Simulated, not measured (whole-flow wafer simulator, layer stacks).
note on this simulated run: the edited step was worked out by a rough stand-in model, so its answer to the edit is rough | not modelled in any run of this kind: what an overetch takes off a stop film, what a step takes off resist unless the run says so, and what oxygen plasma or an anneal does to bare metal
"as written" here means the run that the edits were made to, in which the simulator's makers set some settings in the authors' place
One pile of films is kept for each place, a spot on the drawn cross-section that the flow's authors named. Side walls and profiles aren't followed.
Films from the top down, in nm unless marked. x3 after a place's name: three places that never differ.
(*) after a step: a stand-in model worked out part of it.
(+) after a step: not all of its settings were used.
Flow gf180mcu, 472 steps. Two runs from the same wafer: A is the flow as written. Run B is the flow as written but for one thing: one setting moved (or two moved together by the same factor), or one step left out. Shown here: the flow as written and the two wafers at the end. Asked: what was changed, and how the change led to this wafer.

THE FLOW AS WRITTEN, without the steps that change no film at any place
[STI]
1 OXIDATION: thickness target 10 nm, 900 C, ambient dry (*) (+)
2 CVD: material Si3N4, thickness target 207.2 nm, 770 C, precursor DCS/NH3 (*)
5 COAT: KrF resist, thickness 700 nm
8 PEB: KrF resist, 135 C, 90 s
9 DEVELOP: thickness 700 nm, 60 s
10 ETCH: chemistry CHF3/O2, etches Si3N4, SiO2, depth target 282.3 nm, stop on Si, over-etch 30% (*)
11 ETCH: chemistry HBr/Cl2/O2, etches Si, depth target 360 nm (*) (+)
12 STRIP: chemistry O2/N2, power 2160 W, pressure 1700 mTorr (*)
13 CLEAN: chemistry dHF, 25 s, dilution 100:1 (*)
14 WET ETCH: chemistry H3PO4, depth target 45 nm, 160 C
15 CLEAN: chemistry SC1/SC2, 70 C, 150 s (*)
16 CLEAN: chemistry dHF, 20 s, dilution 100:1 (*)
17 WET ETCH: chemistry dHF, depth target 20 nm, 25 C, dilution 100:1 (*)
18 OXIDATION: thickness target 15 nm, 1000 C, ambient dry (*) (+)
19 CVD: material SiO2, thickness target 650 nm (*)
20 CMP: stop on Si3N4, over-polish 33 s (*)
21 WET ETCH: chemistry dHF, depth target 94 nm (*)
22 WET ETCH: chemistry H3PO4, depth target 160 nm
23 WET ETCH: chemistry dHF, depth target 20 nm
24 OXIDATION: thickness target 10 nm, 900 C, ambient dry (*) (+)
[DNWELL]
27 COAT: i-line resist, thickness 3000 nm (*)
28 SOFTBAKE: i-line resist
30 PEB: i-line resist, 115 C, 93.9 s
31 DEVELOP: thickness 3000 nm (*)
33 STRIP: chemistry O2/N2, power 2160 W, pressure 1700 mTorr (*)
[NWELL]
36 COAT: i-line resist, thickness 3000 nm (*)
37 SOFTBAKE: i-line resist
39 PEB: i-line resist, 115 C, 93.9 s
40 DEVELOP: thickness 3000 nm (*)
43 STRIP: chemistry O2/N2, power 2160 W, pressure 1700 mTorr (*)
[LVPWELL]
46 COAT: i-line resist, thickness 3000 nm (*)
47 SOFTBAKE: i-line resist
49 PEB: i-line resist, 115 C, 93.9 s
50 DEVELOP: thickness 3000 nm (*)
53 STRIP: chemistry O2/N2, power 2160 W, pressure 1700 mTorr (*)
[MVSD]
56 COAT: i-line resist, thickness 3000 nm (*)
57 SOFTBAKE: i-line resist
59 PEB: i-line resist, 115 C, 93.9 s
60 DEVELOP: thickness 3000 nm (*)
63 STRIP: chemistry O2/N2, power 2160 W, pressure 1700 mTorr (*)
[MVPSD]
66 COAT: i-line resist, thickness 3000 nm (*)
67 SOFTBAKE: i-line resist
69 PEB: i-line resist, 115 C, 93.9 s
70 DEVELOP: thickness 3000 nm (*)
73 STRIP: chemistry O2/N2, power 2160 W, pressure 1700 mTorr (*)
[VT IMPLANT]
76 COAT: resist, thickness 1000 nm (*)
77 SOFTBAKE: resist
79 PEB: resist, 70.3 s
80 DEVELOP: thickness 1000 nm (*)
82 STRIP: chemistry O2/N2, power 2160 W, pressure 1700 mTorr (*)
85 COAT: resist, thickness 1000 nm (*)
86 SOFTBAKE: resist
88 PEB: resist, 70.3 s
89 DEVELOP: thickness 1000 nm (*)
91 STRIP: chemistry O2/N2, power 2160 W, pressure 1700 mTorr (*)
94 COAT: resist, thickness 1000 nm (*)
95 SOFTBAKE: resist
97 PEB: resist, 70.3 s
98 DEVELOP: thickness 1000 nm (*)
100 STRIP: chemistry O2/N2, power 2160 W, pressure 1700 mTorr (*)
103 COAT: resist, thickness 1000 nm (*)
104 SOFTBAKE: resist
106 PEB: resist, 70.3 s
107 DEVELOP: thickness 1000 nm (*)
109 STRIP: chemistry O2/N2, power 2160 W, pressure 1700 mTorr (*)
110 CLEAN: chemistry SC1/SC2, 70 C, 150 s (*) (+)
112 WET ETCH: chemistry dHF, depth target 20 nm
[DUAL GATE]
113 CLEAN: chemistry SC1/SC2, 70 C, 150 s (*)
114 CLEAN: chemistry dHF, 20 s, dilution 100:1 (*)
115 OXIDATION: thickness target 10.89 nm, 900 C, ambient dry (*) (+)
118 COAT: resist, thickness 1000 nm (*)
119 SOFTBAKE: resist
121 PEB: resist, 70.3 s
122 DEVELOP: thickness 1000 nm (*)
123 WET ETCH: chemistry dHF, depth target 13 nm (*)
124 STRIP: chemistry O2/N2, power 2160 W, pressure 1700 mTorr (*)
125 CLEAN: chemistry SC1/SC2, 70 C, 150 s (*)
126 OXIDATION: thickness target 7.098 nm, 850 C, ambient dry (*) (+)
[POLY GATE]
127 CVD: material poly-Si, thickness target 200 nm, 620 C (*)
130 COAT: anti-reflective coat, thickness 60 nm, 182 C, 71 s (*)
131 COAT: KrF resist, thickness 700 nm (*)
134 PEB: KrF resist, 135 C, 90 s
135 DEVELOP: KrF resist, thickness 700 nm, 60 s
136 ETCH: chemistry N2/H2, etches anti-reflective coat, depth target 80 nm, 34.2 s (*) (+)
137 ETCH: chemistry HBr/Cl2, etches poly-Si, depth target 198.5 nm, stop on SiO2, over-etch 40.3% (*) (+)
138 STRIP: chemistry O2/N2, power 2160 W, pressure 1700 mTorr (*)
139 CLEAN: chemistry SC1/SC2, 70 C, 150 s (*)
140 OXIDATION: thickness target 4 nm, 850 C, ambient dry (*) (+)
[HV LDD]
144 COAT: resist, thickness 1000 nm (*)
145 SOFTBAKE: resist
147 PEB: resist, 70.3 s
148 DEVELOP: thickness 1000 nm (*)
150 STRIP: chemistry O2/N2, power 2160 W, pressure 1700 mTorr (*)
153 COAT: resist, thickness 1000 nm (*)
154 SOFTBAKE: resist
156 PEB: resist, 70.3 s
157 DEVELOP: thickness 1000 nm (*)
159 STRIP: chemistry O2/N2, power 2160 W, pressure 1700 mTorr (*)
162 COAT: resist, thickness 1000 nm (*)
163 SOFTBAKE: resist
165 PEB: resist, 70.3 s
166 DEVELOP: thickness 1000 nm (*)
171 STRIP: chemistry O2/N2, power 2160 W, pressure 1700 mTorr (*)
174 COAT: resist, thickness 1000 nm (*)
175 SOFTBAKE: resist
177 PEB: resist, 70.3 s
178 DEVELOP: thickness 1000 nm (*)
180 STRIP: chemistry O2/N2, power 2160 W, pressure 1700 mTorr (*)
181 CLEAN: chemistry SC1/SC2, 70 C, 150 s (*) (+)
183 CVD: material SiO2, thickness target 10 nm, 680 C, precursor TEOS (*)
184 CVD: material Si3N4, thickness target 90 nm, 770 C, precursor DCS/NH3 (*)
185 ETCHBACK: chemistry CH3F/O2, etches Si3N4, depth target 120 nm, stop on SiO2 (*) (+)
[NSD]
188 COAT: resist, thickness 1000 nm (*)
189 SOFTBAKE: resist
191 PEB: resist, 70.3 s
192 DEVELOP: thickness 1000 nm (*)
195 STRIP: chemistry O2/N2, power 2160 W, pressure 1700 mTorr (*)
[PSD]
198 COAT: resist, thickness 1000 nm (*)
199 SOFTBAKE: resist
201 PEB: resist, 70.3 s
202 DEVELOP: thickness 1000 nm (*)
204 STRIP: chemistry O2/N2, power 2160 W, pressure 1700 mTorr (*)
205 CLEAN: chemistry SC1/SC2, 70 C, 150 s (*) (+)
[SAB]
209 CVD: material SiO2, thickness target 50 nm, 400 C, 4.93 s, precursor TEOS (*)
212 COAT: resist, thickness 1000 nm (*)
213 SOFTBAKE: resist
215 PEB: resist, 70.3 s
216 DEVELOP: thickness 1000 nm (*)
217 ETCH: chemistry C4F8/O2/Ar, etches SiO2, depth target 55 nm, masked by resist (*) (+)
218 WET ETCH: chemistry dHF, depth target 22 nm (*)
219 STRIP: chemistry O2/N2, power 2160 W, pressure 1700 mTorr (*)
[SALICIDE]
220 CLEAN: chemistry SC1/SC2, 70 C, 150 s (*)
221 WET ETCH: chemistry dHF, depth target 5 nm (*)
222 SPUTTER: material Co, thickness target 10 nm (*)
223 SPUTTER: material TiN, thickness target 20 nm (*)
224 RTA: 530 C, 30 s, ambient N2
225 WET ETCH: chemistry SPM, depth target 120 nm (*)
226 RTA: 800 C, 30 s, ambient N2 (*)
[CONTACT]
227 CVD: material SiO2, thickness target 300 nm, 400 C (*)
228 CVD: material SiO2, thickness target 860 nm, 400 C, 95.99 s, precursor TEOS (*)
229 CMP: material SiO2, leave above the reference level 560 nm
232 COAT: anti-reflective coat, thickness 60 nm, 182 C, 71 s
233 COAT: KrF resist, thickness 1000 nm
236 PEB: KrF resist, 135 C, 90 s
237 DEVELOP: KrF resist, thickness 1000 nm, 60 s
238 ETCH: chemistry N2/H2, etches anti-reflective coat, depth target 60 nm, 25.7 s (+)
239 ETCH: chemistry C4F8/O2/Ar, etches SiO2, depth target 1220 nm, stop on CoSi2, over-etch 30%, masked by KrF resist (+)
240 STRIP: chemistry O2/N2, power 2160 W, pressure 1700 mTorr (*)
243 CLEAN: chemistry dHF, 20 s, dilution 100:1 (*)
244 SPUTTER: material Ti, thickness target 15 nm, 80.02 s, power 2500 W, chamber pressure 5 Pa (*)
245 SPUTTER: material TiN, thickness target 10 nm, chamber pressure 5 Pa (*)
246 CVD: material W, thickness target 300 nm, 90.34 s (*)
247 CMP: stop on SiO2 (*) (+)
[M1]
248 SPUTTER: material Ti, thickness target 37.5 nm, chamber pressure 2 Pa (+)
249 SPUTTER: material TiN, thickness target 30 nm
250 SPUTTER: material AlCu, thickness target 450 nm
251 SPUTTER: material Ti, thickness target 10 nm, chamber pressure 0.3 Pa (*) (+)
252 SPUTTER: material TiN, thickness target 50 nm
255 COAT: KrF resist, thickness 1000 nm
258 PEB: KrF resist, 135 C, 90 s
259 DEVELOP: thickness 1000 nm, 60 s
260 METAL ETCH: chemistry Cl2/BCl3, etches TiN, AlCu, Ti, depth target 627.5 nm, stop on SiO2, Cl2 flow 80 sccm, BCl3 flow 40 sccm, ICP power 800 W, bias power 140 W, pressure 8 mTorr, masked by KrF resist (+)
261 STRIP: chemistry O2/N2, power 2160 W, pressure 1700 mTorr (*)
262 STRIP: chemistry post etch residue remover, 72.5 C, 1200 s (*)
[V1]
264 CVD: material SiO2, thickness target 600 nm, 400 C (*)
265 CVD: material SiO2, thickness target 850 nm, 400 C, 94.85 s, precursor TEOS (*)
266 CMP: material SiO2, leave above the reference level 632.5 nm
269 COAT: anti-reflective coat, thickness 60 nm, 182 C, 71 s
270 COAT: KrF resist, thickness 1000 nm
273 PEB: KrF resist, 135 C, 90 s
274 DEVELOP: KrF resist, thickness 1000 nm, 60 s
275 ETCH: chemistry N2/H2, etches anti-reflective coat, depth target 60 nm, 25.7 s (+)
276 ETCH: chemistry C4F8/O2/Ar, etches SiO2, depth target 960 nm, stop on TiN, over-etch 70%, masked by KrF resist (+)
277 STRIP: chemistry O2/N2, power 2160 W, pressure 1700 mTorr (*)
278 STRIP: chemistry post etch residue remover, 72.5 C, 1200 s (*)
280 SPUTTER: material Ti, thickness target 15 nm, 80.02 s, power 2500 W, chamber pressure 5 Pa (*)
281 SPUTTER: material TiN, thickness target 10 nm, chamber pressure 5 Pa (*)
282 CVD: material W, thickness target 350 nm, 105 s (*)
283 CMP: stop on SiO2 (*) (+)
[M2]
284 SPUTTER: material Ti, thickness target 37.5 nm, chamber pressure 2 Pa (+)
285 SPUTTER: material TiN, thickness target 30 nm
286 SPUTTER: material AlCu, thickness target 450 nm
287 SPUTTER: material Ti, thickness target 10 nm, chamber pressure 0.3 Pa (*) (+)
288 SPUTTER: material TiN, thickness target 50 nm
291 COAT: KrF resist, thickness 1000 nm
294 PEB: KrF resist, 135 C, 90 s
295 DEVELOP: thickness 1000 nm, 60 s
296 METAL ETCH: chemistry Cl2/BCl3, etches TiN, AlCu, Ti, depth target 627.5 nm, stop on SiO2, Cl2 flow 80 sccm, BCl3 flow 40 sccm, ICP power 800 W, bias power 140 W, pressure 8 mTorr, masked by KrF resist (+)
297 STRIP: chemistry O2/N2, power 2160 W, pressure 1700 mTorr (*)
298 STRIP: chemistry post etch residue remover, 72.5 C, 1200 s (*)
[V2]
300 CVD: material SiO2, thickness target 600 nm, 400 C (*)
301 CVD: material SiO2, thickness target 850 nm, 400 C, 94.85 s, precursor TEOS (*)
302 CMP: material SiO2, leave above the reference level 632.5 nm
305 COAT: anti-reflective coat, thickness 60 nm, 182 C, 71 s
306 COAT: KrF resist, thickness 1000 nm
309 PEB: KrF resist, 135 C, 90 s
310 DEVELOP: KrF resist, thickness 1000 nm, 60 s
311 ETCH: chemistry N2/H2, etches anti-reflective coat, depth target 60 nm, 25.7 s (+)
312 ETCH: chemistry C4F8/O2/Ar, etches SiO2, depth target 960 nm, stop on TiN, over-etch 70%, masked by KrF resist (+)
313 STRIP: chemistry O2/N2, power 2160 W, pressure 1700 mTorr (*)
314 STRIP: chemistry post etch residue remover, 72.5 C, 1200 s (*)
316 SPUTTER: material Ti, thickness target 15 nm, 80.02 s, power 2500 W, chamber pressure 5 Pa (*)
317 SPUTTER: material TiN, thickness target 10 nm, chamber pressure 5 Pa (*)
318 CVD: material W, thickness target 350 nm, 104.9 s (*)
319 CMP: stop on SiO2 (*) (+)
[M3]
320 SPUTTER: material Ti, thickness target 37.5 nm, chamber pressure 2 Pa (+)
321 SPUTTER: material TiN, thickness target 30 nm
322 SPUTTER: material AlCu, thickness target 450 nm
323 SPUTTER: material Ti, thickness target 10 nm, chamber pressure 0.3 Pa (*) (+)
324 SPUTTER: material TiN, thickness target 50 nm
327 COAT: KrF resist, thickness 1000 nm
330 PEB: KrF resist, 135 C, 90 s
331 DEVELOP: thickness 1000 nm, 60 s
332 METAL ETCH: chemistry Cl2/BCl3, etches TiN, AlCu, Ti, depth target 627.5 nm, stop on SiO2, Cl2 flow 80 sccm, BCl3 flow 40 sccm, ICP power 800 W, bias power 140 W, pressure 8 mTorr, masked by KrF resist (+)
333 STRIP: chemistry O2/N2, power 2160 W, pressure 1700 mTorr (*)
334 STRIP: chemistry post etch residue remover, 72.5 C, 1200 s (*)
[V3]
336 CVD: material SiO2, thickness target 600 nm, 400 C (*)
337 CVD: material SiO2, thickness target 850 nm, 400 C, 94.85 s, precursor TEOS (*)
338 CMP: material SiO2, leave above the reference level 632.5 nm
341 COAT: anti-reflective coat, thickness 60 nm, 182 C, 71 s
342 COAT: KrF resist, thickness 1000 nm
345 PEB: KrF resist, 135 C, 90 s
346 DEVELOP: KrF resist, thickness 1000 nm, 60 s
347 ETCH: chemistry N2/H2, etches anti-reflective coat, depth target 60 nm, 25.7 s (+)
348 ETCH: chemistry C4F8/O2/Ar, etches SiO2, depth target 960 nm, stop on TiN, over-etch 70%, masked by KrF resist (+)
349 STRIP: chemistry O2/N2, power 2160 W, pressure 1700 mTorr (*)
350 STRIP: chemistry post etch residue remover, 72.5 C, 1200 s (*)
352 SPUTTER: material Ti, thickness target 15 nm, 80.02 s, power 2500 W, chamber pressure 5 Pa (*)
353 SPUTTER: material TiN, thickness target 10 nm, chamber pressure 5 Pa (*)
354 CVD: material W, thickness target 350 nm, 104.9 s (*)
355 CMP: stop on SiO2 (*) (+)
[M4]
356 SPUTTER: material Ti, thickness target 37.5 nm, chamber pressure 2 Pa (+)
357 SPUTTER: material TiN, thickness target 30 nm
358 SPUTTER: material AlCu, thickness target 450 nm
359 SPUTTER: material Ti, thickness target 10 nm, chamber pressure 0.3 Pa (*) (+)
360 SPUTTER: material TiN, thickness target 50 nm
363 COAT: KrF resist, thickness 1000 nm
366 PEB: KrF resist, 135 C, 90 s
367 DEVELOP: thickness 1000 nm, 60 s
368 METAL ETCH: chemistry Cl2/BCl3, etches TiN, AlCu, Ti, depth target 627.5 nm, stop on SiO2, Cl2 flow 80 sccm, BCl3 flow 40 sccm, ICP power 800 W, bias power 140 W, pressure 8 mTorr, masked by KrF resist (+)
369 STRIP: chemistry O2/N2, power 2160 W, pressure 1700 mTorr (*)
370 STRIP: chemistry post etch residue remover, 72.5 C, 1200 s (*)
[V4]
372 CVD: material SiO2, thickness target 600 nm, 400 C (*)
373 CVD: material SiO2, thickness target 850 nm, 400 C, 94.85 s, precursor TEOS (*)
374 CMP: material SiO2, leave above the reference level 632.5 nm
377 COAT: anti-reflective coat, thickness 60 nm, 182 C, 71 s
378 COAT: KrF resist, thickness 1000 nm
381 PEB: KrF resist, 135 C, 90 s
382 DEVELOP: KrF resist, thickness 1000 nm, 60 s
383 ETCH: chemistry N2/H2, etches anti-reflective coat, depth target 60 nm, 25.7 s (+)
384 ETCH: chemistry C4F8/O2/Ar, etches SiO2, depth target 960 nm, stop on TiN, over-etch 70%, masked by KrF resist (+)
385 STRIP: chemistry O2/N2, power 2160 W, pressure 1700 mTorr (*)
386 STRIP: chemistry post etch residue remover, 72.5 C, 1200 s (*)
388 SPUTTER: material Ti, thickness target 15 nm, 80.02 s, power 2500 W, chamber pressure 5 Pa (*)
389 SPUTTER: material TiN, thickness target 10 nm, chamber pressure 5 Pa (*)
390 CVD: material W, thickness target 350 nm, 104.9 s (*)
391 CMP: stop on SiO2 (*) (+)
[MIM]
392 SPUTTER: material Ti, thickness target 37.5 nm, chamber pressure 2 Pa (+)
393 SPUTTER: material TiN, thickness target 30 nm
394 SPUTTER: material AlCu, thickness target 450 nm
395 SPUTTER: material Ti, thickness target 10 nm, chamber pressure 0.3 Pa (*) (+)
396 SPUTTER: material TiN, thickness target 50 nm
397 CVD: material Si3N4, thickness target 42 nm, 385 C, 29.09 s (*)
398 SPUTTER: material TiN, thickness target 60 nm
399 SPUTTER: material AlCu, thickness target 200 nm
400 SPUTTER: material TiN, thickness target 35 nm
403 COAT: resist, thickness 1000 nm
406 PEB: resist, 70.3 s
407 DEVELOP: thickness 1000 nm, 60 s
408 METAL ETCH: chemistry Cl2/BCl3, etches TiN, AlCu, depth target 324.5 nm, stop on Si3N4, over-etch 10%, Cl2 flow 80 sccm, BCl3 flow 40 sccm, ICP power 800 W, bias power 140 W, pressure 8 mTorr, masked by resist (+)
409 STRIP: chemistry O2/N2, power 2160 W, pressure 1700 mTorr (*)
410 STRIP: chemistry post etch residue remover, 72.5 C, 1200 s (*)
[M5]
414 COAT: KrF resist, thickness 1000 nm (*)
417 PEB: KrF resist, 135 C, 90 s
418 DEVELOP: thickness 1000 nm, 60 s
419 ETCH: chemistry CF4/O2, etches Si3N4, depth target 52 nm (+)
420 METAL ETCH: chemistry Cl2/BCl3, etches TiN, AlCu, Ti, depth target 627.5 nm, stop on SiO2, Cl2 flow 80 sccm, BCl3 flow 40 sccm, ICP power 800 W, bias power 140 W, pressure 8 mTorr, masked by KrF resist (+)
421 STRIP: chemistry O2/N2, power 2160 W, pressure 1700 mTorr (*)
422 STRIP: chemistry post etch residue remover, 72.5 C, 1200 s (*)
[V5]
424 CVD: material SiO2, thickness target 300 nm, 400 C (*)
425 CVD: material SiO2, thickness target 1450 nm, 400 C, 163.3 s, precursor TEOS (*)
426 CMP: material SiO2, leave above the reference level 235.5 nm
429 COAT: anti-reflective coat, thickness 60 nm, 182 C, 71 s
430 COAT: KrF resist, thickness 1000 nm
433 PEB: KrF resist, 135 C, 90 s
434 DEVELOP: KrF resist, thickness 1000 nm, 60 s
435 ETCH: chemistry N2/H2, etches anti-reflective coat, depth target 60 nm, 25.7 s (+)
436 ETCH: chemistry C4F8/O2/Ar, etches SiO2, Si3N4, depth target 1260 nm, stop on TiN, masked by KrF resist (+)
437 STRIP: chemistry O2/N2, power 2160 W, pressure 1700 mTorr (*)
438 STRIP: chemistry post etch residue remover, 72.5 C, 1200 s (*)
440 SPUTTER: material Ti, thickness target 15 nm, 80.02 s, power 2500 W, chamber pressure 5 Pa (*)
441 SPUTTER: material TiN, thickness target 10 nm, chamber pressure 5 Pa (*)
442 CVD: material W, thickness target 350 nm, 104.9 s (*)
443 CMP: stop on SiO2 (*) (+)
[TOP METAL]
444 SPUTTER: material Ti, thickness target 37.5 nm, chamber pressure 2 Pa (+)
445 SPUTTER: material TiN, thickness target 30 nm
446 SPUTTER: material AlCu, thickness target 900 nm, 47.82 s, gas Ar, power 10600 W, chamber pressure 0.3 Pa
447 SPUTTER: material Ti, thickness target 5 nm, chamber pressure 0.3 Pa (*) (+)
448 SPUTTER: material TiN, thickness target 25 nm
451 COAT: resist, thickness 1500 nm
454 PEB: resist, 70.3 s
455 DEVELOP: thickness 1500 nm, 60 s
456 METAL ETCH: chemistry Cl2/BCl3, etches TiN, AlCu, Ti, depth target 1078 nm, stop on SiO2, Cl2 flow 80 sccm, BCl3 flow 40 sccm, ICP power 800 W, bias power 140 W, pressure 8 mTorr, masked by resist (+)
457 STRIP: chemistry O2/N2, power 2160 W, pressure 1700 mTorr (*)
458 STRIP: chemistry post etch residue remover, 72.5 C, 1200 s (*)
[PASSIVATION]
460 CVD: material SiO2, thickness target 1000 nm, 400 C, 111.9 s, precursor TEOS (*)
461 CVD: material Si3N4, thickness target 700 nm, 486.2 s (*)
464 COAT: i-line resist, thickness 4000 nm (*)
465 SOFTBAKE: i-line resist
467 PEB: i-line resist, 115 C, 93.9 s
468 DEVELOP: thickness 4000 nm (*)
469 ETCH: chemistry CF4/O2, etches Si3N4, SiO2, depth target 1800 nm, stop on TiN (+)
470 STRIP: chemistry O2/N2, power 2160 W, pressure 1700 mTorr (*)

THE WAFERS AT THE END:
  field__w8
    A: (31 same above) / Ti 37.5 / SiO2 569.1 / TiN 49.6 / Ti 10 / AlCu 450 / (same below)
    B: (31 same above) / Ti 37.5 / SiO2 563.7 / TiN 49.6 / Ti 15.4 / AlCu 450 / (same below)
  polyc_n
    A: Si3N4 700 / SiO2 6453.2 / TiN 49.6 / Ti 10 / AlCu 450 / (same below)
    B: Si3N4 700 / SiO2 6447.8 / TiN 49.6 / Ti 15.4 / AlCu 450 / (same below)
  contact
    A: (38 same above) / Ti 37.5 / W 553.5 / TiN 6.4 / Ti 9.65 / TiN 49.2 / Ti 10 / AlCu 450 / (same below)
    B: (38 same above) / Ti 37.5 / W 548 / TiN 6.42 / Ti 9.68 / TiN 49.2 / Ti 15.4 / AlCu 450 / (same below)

The cause: step 251, SPUTTER: thickness target 15.4 nm was run, where the flow has thickness target 10 nm.
It can be read off the wafer: field__w8 has Ti 15.4, and step 251 as written asks for 10 nm.

How the change led to this, step by step:
  251 SPUTTER: material Ti, thickness target 10 nm, chamber pressure 0.3 Pa (*) (+)
      field, field__w1, field__w2 and 108 more: A Ti +10 (new film) | B Ti +15.4 (new film)
  260 METAL ETCH: chemistry Cl2/BCl3, etches TiN, AlCu, Ti, depth target 627.5 nm, stop on SiO2, Cl2 flow 80 sccm, BCl3 flow 40 sccm, ICP power 800 W, bias power 140 W, pressure 8 mTorr, masked by KrF resist (+)
      field, field__w1, field__w2 and 99 more: A TiN -50 (all of it), Ti -10 (all of it), AlCu -450 (all of it), TiN -30 (all of it), Ti -37.5 (all of it) | B TiN -50 (all of it), Ti -15.4 (all of it), AlCu -450 (all of it), TiN -30 (all of it), Ti -37.5 (all of it)
